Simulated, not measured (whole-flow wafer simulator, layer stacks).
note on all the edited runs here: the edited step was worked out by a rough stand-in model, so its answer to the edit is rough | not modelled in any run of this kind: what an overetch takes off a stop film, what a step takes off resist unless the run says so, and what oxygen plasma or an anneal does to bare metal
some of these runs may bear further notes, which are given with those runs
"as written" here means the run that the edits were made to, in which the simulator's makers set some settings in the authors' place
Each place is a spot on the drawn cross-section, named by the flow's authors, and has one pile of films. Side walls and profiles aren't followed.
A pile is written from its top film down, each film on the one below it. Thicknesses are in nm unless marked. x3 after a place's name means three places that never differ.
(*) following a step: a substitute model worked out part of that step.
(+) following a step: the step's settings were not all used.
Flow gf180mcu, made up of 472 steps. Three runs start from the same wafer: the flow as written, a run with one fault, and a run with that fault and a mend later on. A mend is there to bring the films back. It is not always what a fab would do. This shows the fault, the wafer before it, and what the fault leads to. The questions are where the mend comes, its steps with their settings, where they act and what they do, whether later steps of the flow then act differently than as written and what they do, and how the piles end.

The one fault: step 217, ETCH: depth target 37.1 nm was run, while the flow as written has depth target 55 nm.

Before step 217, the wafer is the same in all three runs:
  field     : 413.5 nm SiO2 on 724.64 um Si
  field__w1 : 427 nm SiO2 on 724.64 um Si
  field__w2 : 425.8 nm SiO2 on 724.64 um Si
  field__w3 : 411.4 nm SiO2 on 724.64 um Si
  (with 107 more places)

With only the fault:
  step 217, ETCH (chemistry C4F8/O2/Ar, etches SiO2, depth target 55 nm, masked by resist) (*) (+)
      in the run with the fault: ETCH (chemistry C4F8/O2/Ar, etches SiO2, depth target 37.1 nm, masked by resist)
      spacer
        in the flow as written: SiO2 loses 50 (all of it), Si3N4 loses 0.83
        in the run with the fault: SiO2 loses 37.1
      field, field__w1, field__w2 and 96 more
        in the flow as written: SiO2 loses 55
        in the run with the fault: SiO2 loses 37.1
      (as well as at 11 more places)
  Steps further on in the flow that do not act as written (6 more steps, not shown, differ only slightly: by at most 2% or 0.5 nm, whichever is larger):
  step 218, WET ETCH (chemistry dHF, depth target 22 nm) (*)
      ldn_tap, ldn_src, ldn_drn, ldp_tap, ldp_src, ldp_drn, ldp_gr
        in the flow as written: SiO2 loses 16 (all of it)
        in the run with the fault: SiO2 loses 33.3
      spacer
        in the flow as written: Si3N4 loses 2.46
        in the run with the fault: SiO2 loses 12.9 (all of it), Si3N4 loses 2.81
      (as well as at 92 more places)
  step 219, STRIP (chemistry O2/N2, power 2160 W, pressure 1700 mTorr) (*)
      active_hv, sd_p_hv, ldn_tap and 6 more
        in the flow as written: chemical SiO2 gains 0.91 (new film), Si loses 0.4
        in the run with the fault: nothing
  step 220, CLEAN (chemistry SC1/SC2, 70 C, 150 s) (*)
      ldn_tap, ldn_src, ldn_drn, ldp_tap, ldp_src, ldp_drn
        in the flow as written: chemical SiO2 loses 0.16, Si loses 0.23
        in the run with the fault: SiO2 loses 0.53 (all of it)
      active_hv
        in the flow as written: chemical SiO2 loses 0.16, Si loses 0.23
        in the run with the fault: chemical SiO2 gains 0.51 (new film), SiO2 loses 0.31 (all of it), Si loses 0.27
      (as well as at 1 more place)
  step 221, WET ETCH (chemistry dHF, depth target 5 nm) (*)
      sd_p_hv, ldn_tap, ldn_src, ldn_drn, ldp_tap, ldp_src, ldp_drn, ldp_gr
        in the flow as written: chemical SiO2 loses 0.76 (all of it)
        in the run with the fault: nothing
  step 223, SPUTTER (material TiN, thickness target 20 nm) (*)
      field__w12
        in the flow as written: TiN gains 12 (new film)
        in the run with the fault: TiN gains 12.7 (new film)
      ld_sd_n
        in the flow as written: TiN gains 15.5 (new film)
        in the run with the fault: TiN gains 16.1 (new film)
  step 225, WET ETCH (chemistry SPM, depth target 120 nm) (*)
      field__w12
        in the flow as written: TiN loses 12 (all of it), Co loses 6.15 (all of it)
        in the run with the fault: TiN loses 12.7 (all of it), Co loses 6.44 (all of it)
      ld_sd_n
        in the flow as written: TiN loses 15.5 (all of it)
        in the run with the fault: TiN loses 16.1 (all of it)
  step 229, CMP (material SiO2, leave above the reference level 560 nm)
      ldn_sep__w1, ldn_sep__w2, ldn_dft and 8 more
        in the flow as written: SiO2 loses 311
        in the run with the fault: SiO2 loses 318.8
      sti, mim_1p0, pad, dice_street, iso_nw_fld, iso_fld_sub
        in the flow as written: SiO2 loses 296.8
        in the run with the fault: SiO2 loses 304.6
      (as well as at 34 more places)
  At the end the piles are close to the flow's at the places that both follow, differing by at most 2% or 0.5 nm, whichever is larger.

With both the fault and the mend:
  After step 217 comes the mend.
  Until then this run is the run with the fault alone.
  step 217a, ETCH (chemistry C4F8/O2/Ar, etches SiO2, depth target 17.9 nm, masked by resist) (*) (+) (the flow's step 217, run once more with other settings)
      field, field__w1, field__w2 and 96 more
        SiO2 loses 17.9
      field__w5, field__w9, field__w13 and 8 more
        resist loses 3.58
      spacer
        SiO2 loses 12.9 (all of it), Si3N4 loses 0.83
  Every later step of the flow that is run acts as written, at every place that is followed, to within 2% or 0.5 nm, whichever is larger.
  At the end the piles are close to the flow's at the places that both follow, differing by at most 2% or 0.5 nm, whichever is larger.
